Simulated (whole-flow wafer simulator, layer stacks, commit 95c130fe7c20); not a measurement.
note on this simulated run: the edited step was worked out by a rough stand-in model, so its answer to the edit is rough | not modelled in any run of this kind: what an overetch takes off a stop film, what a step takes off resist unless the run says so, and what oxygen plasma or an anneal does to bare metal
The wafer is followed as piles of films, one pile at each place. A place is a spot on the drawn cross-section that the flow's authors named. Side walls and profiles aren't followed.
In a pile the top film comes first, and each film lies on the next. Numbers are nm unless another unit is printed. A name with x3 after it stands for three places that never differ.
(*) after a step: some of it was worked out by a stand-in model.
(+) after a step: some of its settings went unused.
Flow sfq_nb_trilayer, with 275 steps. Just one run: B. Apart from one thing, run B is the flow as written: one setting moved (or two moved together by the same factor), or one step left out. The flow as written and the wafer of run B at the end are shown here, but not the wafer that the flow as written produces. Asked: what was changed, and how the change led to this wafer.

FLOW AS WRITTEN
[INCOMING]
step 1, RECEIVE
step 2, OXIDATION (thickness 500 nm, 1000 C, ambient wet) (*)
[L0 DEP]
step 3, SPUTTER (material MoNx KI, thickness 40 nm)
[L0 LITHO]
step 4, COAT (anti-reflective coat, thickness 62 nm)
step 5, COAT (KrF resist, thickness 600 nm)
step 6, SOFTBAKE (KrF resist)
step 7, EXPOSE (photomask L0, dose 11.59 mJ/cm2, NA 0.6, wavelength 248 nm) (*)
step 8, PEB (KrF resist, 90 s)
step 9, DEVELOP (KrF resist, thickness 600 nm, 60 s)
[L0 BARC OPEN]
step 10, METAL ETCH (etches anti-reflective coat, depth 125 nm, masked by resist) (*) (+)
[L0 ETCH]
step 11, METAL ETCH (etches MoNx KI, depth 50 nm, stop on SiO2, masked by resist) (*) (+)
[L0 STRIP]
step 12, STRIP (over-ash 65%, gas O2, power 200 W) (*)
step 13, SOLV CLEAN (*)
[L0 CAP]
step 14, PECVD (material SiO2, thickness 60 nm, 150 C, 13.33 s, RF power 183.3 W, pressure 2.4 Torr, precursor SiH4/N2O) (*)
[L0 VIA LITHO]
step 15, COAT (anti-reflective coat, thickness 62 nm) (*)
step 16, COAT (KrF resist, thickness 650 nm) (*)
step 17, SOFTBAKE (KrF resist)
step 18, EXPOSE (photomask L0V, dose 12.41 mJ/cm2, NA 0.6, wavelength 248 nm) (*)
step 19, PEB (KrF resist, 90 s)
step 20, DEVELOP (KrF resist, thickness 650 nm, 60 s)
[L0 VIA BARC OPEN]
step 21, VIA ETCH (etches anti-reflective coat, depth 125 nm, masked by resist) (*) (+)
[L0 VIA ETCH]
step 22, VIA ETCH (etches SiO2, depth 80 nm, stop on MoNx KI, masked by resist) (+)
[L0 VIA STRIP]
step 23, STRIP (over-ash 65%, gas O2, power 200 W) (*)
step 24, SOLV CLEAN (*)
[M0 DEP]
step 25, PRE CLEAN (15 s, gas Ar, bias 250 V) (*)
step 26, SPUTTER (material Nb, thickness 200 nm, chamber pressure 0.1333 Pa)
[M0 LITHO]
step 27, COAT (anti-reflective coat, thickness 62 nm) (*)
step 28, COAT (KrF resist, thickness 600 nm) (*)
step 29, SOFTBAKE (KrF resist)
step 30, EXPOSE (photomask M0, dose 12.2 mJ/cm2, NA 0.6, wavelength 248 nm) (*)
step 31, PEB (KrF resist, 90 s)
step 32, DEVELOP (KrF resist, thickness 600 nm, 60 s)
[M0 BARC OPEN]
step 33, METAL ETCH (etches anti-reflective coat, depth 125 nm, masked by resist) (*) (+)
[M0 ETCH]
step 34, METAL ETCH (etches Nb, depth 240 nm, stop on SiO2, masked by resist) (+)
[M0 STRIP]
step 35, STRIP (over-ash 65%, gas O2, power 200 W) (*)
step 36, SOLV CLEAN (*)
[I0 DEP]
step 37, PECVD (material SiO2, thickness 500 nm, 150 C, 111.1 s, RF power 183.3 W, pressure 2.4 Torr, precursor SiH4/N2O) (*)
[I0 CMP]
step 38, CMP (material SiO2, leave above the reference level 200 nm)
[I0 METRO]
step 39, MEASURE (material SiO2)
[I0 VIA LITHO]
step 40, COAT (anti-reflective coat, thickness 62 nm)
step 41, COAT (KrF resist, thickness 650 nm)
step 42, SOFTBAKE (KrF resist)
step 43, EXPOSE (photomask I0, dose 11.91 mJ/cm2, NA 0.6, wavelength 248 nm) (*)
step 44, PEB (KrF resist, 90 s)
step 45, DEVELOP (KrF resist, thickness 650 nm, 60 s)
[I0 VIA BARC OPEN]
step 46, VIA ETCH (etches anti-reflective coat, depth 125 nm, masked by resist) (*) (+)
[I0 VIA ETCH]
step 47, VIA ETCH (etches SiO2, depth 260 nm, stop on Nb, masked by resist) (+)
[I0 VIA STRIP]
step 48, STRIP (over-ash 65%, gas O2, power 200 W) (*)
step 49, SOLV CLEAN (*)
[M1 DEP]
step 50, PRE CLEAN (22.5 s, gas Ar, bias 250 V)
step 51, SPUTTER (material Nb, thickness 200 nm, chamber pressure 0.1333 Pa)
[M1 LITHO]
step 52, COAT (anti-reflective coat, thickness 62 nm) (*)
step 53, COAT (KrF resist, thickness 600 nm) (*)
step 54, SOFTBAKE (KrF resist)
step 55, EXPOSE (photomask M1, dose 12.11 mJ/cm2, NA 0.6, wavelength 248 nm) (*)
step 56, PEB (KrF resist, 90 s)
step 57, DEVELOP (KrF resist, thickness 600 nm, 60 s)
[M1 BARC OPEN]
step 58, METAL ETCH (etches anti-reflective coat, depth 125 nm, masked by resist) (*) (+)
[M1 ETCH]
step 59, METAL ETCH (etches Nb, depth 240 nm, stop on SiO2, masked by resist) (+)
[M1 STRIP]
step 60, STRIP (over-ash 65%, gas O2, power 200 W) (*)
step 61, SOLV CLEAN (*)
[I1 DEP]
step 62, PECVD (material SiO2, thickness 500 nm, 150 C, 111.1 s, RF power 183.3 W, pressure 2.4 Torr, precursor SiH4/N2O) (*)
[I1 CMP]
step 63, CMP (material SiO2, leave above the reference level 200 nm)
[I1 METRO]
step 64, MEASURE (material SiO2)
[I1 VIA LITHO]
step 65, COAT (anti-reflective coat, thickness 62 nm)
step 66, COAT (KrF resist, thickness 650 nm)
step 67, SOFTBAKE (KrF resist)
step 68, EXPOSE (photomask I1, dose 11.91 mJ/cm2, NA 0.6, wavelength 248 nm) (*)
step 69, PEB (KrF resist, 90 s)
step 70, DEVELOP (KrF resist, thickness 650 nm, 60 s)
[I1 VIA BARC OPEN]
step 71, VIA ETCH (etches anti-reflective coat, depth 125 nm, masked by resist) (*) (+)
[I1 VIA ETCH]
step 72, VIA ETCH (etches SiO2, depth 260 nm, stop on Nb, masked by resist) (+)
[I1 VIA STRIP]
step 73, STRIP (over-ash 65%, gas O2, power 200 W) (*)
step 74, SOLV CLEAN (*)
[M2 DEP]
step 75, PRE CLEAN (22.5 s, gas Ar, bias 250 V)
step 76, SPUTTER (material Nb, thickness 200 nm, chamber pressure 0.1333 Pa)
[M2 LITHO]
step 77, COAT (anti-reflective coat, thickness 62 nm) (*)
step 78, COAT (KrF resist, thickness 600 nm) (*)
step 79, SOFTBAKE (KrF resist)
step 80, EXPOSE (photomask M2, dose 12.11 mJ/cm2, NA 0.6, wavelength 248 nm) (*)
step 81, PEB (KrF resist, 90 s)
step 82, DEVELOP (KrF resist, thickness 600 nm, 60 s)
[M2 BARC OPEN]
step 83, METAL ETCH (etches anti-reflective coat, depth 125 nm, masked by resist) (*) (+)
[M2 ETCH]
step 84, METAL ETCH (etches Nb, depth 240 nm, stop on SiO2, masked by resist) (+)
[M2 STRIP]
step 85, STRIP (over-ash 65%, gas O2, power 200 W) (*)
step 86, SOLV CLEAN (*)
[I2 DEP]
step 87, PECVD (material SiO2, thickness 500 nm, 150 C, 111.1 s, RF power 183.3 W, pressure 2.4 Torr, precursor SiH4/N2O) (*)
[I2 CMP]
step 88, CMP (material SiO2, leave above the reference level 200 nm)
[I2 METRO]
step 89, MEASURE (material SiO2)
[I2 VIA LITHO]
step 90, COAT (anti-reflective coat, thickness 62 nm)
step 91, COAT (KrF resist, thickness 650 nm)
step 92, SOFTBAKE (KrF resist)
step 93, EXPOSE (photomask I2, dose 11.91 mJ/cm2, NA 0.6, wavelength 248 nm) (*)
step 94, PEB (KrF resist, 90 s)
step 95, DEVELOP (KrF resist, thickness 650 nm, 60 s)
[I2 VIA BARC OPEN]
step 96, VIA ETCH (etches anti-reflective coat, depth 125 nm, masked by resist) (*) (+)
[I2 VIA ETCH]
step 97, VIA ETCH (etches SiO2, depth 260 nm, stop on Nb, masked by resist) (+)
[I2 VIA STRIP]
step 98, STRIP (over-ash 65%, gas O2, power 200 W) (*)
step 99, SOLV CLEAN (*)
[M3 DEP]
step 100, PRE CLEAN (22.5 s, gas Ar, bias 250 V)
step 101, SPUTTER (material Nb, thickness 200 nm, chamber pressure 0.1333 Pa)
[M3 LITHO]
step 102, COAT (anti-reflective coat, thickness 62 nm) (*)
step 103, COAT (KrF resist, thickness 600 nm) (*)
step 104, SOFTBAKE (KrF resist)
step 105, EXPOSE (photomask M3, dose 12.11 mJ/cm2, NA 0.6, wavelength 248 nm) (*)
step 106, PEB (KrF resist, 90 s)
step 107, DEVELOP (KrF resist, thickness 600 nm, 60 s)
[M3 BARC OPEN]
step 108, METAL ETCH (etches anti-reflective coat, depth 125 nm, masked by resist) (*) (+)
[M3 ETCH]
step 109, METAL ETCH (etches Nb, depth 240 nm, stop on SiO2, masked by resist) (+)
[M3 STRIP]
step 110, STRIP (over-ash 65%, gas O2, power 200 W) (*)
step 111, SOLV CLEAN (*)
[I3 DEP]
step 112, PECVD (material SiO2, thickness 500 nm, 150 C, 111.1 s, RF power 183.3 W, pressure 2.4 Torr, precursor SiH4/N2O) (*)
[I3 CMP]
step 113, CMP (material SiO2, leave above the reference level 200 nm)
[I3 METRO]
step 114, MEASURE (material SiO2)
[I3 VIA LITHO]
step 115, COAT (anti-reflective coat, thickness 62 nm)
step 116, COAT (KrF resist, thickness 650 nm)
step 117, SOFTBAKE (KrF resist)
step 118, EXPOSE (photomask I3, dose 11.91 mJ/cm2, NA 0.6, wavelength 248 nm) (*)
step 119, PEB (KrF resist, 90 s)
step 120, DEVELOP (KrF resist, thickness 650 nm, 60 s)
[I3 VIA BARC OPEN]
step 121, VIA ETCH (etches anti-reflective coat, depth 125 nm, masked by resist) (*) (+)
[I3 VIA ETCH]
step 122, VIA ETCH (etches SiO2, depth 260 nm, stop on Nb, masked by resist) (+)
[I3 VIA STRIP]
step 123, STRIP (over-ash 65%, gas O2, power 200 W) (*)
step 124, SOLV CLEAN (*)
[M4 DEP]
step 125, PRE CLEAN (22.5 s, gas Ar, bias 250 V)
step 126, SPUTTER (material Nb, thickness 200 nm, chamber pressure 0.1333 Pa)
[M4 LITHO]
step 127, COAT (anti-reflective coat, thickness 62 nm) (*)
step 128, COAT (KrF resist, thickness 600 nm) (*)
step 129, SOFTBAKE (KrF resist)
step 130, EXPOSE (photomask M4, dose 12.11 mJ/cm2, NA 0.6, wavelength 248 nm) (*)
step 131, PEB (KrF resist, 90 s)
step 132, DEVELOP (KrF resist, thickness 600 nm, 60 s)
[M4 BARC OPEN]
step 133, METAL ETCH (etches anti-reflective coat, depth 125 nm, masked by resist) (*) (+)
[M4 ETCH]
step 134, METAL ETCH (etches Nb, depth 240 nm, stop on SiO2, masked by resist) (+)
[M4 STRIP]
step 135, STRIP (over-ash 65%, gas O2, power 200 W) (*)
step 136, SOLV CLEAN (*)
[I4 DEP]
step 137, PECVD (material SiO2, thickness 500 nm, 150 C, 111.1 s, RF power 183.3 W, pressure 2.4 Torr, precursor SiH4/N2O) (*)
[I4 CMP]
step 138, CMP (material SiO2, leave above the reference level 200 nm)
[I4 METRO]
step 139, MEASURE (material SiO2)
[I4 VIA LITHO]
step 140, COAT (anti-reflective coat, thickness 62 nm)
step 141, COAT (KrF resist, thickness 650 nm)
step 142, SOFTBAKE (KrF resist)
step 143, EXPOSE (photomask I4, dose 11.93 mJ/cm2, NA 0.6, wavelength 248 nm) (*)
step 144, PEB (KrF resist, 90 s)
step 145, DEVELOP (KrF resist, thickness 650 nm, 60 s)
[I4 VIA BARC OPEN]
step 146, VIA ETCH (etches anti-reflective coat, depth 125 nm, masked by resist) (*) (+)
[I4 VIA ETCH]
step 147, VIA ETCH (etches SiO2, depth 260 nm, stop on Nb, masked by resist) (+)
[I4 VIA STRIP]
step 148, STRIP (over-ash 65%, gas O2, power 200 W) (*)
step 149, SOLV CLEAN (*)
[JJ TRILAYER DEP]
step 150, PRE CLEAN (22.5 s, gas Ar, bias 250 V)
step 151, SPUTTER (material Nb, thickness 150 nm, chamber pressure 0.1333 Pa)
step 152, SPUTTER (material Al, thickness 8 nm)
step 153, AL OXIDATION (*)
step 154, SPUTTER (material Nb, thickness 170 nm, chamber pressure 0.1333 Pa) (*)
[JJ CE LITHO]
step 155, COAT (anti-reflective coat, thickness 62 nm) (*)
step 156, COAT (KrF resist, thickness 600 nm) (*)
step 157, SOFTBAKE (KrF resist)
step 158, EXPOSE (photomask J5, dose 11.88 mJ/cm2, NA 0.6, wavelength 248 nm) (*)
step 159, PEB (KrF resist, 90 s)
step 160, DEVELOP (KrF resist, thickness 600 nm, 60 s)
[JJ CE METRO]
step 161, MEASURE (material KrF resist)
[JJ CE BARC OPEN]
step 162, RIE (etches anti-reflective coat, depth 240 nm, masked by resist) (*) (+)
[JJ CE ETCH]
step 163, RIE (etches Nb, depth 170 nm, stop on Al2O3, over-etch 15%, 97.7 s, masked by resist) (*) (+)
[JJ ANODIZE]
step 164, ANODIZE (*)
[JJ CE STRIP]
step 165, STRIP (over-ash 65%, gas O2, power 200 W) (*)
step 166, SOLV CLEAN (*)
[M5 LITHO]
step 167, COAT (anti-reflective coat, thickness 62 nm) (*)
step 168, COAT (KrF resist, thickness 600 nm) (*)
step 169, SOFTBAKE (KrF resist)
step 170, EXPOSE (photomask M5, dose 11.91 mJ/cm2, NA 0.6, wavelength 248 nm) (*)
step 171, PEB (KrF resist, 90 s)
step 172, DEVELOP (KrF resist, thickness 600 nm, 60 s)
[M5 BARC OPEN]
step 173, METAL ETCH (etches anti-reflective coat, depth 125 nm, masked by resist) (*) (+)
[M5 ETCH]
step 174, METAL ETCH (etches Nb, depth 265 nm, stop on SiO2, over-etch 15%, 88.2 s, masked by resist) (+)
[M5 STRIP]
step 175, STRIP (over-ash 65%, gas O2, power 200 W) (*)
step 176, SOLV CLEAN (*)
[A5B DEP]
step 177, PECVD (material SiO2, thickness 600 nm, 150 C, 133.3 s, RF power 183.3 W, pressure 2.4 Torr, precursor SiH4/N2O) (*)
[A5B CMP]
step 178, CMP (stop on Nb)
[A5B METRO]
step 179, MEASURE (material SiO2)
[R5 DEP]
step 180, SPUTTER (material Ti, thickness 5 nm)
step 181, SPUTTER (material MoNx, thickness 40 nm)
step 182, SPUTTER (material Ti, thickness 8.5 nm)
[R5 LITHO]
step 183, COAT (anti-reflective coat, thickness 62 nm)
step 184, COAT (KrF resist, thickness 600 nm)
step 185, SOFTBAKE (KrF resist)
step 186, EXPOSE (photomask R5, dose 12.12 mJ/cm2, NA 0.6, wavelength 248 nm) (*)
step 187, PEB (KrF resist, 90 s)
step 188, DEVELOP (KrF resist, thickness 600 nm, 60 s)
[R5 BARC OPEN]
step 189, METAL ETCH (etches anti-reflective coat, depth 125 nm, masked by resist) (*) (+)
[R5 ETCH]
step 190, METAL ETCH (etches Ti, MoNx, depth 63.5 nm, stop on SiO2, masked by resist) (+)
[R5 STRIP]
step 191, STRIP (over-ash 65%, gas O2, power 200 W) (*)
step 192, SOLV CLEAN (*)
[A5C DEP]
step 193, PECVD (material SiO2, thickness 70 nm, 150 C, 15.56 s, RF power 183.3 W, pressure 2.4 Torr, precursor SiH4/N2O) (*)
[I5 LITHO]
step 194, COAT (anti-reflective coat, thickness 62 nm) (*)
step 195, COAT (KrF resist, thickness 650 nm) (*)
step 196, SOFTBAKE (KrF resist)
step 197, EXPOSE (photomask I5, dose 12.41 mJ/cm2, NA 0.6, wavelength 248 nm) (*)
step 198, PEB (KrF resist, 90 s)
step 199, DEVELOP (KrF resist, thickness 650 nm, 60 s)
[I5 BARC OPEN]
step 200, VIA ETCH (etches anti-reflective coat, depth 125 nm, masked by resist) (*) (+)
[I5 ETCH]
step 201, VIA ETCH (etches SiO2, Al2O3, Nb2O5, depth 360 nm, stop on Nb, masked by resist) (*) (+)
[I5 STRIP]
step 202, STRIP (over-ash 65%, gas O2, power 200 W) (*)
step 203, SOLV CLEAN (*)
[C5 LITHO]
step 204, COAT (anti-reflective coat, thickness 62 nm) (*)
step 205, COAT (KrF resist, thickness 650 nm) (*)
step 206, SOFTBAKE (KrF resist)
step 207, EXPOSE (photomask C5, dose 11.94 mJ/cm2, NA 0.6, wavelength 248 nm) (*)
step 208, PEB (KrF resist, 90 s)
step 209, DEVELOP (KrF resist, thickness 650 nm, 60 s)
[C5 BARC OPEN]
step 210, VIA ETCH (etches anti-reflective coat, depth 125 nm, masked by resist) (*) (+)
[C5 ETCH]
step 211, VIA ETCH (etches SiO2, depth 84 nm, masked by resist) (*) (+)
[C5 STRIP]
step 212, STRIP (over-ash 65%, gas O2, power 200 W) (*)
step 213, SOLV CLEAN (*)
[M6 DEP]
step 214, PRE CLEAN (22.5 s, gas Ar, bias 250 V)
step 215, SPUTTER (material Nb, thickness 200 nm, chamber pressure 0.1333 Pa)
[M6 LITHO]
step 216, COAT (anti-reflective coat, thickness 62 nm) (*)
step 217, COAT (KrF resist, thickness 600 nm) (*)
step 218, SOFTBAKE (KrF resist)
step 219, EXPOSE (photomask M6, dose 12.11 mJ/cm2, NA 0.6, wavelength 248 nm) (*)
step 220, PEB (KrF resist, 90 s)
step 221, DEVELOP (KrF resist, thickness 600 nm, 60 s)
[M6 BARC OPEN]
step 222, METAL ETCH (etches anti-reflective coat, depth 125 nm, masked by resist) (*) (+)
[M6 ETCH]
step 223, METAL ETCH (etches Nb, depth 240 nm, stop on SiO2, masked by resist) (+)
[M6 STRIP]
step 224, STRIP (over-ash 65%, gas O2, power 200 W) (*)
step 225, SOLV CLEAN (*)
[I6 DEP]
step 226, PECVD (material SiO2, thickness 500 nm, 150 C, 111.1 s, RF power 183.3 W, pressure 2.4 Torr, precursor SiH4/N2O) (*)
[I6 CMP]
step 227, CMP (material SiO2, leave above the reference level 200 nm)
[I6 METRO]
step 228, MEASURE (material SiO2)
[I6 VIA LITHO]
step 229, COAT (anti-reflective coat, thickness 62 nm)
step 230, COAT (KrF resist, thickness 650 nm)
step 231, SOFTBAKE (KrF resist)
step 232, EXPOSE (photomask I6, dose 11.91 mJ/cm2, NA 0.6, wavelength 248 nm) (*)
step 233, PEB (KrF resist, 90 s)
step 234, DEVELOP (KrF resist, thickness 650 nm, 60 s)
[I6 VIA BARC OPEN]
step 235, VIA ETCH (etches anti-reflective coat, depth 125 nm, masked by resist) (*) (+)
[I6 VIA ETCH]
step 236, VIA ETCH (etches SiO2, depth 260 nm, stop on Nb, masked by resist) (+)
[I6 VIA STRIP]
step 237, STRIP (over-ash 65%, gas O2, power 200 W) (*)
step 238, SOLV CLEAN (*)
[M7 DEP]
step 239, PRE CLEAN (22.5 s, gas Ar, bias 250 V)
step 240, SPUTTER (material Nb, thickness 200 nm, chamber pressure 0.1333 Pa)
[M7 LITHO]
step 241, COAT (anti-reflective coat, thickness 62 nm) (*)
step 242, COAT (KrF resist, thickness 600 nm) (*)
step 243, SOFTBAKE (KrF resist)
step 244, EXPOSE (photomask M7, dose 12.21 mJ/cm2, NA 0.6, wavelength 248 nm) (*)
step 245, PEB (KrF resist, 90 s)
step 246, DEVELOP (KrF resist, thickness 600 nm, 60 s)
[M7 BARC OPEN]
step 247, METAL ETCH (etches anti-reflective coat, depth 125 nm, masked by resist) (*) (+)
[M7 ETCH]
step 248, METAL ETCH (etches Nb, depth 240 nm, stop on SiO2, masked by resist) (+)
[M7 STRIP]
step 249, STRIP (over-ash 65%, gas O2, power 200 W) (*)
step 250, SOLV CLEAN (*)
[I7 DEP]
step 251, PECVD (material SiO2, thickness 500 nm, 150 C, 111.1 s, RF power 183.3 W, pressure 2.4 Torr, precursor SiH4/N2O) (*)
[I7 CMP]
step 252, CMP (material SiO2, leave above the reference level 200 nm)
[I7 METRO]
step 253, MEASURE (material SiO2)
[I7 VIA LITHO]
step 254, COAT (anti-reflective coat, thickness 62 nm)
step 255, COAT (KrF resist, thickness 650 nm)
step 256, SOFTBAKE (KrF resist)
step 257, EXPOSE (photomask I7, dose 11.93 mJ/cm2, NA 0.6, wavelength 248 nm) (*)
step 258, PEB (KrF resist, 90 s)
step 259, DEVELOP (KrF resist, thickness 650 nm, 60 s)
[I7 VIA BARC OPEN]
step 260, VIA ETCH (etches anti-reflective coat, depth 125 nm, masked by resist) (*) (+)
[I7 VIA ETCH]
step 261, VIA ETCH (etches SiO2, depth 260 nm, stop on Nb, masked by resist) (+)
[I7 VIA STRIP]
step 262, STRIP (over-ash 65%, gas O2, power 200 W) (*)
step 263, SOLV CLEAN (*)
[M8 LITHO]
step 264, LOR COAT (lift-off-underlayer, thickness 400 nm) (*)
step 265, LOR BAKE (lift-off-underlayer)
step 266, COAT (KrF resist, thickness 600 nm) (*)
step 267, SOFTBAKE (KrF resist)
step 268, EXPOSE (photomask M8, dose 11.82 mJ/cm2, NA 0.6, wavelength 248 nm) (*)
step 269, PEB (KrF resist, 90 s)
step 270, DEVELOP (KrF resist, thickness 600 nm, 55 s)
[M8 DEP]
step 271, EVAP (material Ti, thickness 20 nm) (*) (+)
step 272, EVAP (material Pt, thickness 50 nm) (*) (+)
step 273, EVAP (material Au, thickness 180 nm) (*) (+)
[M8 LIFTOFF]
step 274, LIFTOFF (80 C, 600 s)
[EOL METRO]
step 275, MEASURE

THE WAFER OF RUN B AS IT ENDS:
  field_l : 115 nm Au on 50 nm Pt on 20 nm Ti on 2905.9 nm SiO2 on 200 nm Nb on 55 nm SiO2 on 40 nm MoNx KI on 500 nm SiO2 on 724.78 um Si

What caused this: step 273, EVAP: thickness 115 nm was run, though the flow has thickness 180 nm.
The wafer itself shows it: field_l has Au 115, and step 273 as written asks for 180 nm.

Step by step, how the change led to this:
  step 273, EVAP (material Au, thickness 180 nm) (*) (+)
      field_l, v_sur, via_wl and 103 more: +115 Au (new film) (as written it would have been: +180 Au (new film))
  step 274, LIFTOFF (80 C, 600 s)
      p4_fl, p4_fm, p4_w1 and 71 more: -115 Au (all of it), -50 Pt (all of it), -20 Ti (all of it), -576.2 KrF resist (all of it), -400 lift-off-underlayer (all of it) (as written it would have been: -180 Au (all of it), -50 Pt (all of it), -20 Ti (all of it), -576.2 KrF resist (all of it), -400 lift-off-underlayer (all of it))
      c5j, ce_r: -115 Au (all of it), -50 Pt (all of it), -20 Ti (all of it), -573.3 KrF resist (all of it), -399.3 lift-off-underlayer (all of it) (as written it would have been: -180 Au (all of it), -50 Pt (all of it), -20 Ti (all of it), -573.3 KrF resist (all of it), -399.3 lift-off-underlayer (all of it))
      (as well as at 19 more places)
